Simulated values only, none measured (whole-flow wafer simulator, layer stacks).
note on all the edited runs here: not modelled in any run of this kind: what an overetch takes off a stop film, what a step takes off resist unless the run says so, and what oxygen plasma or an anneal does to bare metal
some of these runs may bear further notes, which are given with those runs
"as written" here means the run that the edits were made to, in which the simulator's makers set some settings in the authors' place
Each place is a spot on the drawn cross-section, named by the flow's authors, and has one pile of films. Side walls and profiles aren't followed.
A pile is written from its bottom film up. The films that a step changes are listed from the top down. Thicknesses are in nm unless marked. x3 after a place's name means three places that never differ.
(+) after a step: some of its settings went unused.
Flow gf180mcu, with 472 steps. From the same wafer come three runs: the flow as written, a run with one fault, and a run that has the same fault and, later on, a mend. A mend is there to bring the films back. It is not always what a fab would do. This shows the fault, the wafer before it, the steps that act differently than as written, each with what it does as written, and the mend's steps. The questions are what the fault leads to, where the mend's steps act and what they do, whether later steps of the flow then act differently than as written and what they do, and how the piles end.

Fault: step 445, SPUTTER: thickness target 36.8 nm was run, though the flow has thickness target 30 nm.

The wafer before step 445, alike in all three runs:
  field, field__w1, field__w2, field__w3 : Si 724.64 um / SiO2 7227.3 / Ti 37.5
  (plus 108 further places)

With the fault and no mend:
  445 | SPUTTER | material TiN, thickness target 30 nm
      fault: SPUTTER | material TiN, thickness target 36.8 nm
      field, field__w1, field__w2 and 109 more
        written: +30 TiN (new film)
        fault: +36.8 TiN (new film)
  Steps further on in the flow that do not act as written (4 more steps, not shown, differ only slightly: by at most 2% or 0.5 nm, whichever is larger):
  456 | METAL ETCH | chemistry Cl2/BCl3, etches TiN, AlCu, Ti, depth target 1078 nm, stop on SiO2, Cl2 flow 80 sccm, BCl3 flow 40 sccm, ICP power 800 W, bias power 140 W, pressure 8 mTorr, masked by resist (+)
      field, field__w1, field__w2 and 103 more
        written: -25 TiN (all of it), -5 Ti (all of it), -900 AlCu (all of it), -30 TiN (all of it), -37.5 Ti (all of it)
        fault: -25 TiN (all of it), -5 Ti (all of it), -900 AlCu (all of it), -36.8 TiN (all of it), -37.5 Ti (all of it)
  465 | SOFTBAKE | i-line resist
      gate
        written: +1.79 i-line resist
        fault: -0.3 i-line resist
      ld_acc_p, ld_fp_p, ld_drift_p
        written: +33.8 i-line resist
        fault: +27.2 i-line resist
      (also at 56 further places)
  The piles end different from the flow's at field__w8, contact, m1, m1__w1, pad, m1_nw by more than 2% or 0.5 nm, whichever is larger.
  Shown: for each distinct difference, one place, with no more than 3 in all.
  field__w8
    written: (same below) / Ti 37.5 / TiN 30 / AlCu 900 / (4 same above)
    fault: (same below) / Ti 37.5 / TiN 36.8 / AlCu 900 / (4 same above)
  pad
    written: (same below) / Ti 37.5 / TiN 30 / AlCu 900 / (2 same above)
    fault: (same below) / Ti 37.5 / TiN 36.8 / AlCu 900 / (2 same above)

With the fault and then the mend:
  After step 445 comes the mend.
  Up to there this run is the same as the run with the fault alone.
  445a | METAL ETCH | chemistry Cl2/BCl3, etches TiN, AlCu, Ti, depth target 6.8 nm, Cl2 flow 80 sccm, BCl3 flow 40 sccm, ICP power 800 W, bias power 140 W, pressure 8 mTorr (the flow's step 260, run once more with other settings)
      field, field__w1, field__w2 and 109 more
        -6.8 TiN
  Later steps of the flow that are run all act as written at every place that is followed.
  The piles end the same as the flow's at every place that both follow.
